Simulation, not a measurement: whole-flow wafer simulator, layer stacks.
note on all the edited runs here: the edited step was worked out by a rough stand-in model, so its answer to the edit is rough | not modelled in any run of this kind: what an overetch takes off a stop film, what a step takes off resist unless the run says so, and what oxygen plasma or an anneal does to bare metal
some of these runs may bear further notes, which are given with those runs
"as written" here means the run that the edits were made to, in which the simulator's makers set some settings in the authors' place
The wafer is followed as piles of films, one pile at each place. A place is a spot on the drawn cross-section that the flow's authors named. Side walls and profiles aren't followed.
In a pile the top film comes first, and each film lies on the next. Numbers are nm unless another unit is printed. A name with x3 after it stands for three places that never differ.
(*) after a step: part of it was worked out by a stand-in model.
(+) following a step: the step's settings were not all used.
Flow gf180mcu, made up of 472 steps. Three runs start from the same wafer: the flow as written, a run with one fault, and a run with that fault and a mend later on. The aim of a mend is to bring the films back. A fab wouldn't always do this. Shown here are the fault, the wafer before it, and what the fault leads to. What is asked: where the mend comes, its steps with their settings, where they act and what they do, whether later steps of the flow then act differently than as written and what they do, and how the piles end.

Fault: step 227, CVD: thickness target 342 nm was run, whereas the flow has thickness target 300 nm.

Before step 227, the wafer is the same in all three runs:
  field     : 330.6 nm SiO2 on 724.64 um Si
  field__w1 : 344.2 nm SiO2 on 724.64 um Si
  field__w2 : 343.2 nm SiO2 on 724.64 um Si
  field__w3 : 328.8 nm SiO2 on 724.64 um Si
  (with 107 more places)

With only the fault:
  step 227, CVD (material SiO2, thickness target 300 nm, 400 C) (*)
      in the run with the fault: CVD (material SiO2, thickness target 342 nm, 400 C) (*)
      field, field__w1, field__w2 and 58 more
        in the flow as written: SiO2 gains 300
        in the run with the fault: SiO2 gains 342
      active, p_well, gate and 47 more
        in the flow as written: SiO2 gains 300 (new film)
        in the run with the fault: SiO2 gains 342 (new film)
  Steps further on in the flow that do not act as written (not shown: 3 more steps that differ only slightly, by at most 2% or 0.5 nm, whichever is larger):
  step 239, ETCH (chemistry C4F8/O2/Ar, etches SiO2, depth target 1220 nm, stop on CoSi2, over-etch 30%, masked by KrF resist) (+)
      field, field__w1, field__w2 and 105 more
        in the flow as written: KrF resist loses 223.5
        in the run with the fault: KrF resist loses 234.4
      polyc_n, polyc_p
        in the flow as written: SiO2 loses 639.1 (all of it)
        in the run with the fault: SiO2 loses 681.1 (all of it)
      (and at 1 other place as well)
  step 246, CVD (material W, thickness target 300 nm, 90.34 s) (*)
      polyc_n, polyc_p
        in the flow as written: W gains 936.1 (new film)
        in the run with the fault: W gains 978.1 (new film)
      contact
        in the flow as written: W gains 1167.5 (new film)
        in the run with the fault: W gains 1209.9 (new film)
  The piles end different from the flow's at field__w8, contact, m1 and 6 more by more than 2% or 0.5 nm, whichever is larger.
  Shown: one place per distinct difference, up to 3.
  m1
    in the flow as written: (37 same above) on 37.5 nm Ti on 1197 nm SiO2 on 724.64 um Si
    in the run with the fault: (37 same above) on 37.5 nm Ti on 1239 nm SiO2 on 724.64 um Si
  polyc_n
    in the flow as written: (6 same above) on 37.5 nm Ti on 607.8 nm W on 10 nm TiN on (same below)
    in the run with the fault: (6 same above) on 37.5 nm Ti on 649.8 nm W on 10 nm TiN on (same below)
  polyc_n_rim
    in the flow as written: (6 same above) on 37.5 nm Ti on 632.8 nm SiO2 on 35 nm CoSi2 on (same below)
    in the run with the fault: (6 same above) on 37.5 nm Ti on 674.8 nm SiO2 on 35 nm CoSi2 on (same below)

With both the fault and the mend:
  The mend stands after step 227.
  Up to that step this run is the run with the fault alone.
  step 227a, WET ETCH (chemistry dHF, depth target 42 nm, 25 C, dilution 100:1) (*) (the flow's step 17, run once more with other settings)
      field, field__w1, field__w2 and 108 more
        SiO2 loses 42
  None of the later steps of the flow acts differently than as written at any place that is followed.
  The piles end the same as the flow's at every place that both follow.
